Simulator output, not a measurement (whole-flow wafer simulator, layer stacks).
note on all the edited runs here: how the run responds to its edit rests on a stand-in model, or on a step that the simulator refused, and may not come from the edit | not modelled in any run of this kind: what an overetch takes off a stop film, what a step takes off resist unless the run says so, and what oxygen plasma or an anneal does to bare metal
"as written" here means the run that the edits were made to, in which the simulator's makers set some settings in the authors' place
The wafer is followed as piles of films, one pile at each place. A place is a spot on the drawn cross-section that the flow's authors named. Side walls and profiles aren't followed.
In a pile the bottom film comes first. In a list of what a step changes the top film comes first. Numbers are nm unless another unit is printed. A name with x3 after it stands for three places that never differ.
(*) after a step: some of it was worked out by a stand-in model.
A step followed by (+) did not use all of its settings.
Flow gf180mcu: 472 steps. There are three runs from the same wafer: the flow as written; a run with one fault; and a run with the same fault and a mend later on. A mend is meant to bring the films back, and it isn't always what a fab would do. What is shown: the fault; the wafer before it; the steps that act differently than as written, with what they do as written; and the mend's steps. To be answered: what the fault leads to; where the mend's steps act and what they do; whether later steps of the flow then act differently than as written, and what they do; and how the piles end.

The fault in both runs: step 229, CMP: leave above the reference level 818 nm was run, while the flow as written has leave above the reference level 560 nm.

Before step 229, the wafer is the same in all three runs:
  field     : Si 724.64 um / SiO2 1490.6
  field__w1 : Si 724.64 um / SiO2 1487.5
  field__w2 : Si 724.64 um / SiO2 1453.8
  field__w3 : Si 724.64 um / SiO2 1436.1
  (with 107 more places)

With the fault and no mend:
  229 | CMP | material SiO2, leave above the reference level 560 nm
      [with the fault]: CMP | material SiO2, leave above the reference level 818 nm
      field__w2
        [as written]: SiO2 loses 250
        [with the fault]: nothing
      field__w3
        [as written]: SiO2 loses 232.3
        [with the fault]: nothing
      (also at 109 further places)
  Later steps of the flow acting differently than as written (not shown: 6 more steps that differ only slightly, by at most 2% or 0.5 nm, whichever is larger):
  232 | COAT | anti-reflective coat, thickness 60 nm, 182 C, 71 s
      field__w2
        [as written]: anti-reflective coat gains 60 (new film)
        [with the fault]: anti-reflective coat gains 66.7 (new film)
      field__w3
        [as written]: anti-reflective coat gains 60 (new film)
        [with the fault]: anti-reflective coat gains 84.1 (new film)
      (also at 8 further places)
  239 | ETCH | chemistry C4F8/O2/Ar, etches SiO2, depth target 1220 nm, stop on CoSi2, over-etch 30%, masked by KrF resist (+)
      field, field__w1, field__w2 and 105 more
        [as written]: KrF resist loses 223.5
        [with the fault]: KrF resist loses 244
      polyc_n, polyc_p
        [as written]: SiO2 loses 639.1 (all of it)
        [with the fault]: SiO2 loses 897.1 (all of it)
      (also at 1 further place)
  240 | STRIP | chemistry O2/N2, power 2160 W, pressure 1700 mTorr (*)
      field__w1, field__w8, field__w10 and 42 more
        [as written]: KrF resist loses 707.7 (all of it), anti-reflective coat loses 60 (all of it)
        [with the fault]: KrF resist loses 687.2 (all of it), anti-reflective coat loses 60 (all of it)
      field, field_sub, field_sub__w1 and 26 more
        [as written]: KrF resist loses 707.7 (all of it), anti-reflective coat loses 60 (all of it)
        [with the fault]: KrF resist loses 687.1 (all of it), anti-reflective coat loses 60 (all of it)
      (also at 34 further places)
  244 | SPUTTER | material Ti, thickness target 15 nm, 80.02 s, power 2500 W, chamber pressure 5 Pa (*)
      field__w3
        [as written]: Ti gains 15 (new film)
        [with the fault]: Ti gains 14.2 (new film)
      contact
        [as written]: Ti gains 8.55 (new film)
        [with the fault]: Ti gains 7.37 (new film)
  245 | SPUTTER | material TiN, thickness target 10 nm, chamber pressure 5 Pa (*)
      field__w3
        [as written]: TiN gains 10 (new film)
        [with the fault]: TiN gains 9.45 (new film)
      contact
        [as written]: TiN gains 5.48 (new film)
        [with the fault]: TiN gains 4.74 (new film)
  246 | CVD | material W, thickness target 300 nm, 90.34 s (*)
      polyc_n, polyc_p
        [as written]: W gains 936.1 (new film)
        [with the fault]: W gains 1194.1 (new film)
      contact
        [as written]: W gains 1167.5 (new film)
        [with the fault]: W gains 1427.4 (new film)
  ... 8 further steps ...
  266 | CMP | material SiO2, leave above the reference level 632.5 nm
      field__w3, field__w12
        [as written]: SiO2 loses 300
        [with the fault]: SiO2 loses 288.4
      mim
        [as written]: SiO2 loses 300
        [with the fault]: SiO2 loses 291.3
  The piles end different from the flow's at field, field__w1, field__w2 and 109 more by more than 2% or 0.5 nm, whichever is larger.
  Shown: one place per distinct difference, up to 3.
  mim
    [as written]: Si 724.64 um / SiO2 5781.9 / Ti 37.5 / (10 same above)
    [with the fault]: Si 724.64 um / SiO2 1421.8 / Ti 14.8 / TiN 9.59 / SiO2 4593.6 / Ti 37.5 / (10 same above)
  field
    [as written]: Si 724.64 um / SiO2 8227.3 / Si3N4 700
    [with the fault]: Si 724.64 um / SiO2 8485.2 / Si3N4 700
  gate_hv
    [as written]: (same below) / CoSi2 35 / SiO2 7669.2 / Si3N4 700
    [with the fault]: (same below) / CoSi2 35 / SiO2 7927.1 / Si3N4 700

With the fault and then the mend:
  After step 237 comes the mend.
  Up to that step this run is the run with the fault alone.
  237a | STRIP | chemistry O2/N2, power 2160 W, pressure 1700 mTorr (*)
      field__w8, field__w10, active and 48 more
        KrF resist loses 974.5 (all of it), anti-reflective coat loses 60 (all of it)
      field, field_sub, field_sub__w1 and 20 more
        KrF resist loses 974.4 (all of it), anti-reflective coat loses 60 (all of it)
      p_well, sti, spacer, sd_n, mim_1p0, pad, dice_street
        KrF resist loses 974.6 (all of it), anti-reflective coat loses 59.9 (all of it)
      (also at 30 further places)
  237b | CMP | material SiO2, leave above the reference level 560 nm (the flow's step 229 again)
      field, field__w1, field__w5 and 104 more
        SiO2 loses 258
      field__w2
        SiO2 loses 250
      field__w3
        SiO2 loses 232.3
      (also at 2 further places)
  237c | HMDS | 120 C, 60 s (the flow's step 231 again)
      alters no film at any place that is followed
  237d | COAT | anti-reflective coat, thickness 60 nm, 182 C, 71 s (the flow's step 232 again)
      field, field__w1, field__w2 and 108 more
        anti-reflective coat gains 60 (new film)
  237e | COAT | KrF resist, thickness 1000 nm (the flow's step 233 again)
      field, field__w1, field__w2 and 108 more
        KrF resist gains 1000 (new film)
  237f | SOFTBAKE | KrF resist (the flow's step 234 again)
      alters no film at any place that is followed
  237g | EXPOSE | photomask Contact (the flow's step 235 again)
      alters no film at any place that is followed
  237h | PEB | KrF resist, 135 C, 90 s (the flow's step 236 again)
      field, field__w1, field__w2 and 108 more
        KrF resist loses 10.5
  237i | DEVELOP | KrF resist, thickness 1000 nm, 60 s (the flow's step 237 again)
      field, field__w1, field__w2 and 105 more
        KrF resist loses 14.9
      contact, polyc_n, polyc_p
        KrF resist loses 989.5 (all of it)
  None of the later steps of the flow acts differently than as written at any place that is followed.
  The piles end the same as the flow's at every place that both follow.
